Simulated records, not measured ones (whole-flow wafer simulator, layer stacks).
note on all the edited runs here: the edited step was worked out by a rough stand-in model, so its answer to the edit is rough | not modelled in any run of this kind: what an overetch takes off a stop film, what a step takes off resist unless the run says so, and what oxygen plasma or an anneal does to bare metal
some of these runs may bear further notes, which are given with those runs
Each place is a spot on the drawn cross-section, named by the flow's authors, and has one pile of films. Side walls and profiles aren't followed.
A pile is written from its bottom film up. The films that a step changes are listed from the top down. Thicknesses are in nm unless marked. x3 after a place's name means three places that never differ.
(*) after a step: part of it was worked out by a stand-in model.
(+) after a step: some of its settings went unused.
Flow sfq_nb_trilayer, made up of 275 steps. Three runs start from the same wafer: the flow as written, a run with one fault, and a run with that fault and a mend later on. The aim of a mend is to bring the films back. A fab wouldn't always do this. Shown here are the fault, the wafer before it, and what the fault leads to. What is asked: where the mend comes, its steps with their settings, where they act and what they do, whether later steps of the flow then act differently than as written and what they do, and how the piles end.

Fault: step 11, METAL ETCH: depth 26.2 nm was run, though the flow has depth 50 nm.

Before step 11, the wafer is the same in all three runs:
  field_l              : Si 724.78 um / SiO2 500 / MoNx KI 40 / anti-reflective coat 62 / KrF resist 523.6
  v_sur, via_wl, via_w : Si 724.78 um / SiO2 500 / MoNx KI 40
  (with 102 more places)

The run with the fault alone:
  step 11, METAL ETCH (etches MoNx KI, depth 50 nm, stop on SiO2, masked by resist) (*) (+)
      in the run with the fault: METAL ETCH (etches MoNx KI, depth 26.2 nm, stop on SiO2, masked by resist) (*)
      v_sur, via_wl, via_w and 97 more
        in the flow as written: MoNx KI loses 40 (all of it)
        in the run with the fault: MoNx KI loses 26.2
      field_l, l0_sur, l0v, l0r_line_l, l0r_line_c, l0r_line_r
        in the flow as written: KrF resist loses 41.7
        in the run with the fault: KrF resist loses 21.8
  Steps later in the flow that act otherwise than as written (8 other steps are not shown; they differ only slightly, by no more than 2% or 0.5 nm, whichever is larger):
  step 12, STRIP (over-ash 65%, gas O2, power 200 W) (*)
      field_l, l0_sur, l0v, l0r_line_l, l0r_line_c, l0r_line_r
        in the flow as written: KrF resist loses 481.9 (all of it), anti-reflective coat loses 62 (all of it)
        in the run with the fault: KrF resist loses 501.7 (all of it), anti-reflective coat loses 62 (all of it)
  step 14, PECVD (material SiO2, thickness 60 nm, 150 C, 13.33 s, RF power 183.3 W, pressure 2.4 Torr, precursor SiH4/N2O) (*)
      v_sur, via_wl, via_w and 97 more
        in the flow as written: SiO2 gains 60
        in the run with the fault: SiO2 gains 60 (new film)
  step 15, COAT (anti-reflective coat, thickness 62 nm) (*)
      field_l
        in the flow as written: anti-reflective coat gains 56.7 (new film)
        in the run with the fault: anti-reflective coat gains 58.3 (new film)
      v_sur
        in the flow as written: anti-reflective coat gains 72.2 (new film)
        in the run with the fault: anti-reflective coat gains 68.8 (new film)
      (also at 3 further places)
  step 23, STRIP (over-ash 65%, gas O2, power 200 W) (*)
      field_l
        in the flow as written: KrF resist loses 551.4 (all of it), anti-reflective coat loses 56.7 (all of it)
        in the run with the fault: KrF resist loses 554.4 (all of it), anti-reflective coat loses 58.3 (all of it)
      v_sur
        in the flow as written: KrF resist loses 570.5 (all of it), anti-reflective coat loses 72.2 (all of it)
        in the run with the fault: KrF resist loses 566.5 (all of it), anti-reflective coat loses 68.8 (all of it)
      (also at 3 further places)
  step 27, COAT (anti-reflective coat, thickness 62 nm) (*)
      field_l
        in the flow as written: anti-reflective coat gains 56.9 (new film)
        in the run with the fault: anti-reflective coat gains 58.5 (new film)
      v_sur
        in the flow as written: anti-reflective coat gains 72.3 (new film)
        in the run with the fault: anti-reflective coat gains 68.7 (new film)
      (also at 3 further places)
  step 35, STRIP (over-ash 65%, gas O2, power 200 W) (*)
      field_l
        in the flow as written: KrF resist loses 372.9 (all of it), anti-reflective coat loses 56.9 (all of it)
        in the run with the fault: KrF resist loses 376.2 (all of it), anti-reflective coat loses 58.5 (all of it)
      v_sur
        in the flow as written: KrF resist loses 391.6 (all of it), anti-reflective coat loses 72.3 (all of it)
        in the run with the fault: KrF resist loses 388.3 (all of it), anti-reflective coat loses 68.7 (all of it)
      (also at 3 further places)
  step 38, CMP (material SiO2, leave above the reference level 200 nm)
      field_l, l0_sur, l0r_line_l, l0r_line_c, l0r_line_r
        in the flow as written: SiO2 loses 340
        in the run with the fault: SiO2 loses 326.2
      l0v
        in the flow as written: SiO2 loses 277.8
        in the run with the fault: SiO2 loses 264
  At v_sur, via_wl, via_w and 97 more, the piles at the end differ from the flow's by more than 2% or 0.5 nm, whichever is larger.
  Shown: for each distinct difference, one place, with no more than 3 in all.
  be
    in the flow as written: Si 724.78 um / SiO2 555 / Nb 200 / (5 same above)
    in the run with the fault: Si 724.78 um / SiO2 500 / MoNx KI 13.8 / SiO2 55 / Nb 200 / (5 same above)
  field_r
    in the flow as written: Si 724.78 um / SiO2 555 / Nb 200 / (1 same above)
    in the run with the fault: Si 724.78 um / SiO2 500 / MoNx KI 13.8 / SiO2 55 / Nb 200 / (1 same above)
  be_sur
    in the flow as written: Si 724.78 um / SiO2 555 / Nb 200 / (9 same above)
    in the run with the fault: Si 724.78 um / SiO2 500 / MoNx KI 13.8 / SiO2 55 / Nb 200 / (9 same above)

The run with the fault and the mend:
  The mend follows step 12.
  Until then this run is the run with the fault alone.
  step 12a, COAT (anti-reflective coat, thickness 62 nm) (*) (the flow's step 4, run once more)
      p4_fl x3, p4_w1 x9, p4_g1 x2 and 59 more
        anti-reflective coat gains 62 (new film)
      be_sur, gap, jj_sur and 9 more
        anti-reflective coat gains 63.1 (new film)
      via_v, wire, be, field_r, lsp_l
        anti-reflective coat gains 63.2 (new film)
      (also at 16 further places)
  step 12b, COAT (KrF resist, thickness 600 nm) (*) (the flow's step 5, run once more)
      p4_fl x3, p4_w1 x9, p4_g1 x2 and 59 more
        KrF resist gains 600 (new film)
      gap, jj_sur, ce_l and 6 more
        KrF resist gains 604.4 (new film)
      l0r_line_l, l0r_line_c, l0r_line_r
        KrF resist gains 597.3 (new film)
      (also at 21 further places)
  step 12c, SOFTBAKE (KrF resist) (the flow's step 6, run once more)
      alters no film at any place that is followed
  step 12d, EXPOSE (photomask L0, dose 11.59 mJ/cm2, NA 0.6, wavelength 248 nm) (*) (the flow's step 7, run once more)
      alters no film at any place that is followed
  step 12e, PEB (KrF resist, 90 s) (the flow's step 8, run once more)
      p4_fl x3, p4_w1 x9, p4_g1 x2 and 62 more
        KrF resist loses 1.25
      via_sp, via_v, wire and 16 more
        KrF resist loses 1.26
      v_sur, via_wl, via_w, via_wr, lsp_m, ln_m6, lsp_r
        KrF resist loses 1.27
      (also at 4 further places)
  step 12f, DEVELOP (KrF resist, thickness 600 nm, 60 s) (the flow's step 9, run once more)
      p4_fl x3, p4_w1 x9, p4_g1 x2 and 59 more
        KrF resist loses 598.7 (all of it)
      jj_sur, ce_l, c5j, ce_r, sp_r, be_r, r_sur
        KrF resist loses 603.1 (all of it)
      field_l, l0_sur, l0v, l0r_line_l, l0r_line_c, l0r_line_r
        KrF resist loses 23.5
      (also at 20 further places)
  step 12g, METAL ETCH (etches anti-reflective coat, depth 125 nm, masked by resist) (*) (+) (the flow's step 10, run once more)
      p4_fl x3, p4_w1 x9, p4_g1 x2 and 59 more
        anti-reflective coat loses 62 (all of it)
      be_sur, gap, jj_sur and 9 more
        anti-reflective coat loses 63.1 (all of it)
      field_l, l0_sur, l0v, l0r_line_l, l0r_line_c, l0r_line_r
        KrF resist loses 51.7
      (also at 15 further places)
  step 12h, METAL ETCH (etches MoNx KI, depth 23.8 nm, stop on SiO2, masked by resist) (+) (the flow's step 11, run once more with other settings)
      v_sur, via_wl, via_w and 97 more
        MoNx KI loses 13.8 (all of it)
      field_l, l0_sur, l0v, l0r_line_l, l0r_line_c, l0r_line_r
        KrF resist loses 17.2
  step 12i, STRIP (over-ash 65%, gas O2, power 200 W) (*) (the flow's step 12, run once more)
      l0r_line_l, l0r_line_c, l0r_line_r
        KrF resist loses 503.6 (all of it), anti-reflective coat loses 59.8 (all of it)
      field_l
        KrF resist loses 500.3 (all of it), anti-reflective coat loses 58.2 (all of it)
      l0_sur
        KrF resist loses 501.4 (all of it), anti-reflective coat loses 56.3 (all of it)
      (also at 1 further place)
  Every later step of the flow that is run acts as written at every place that is followed.
  At every place that both follow, the piles at the end match the flow's.
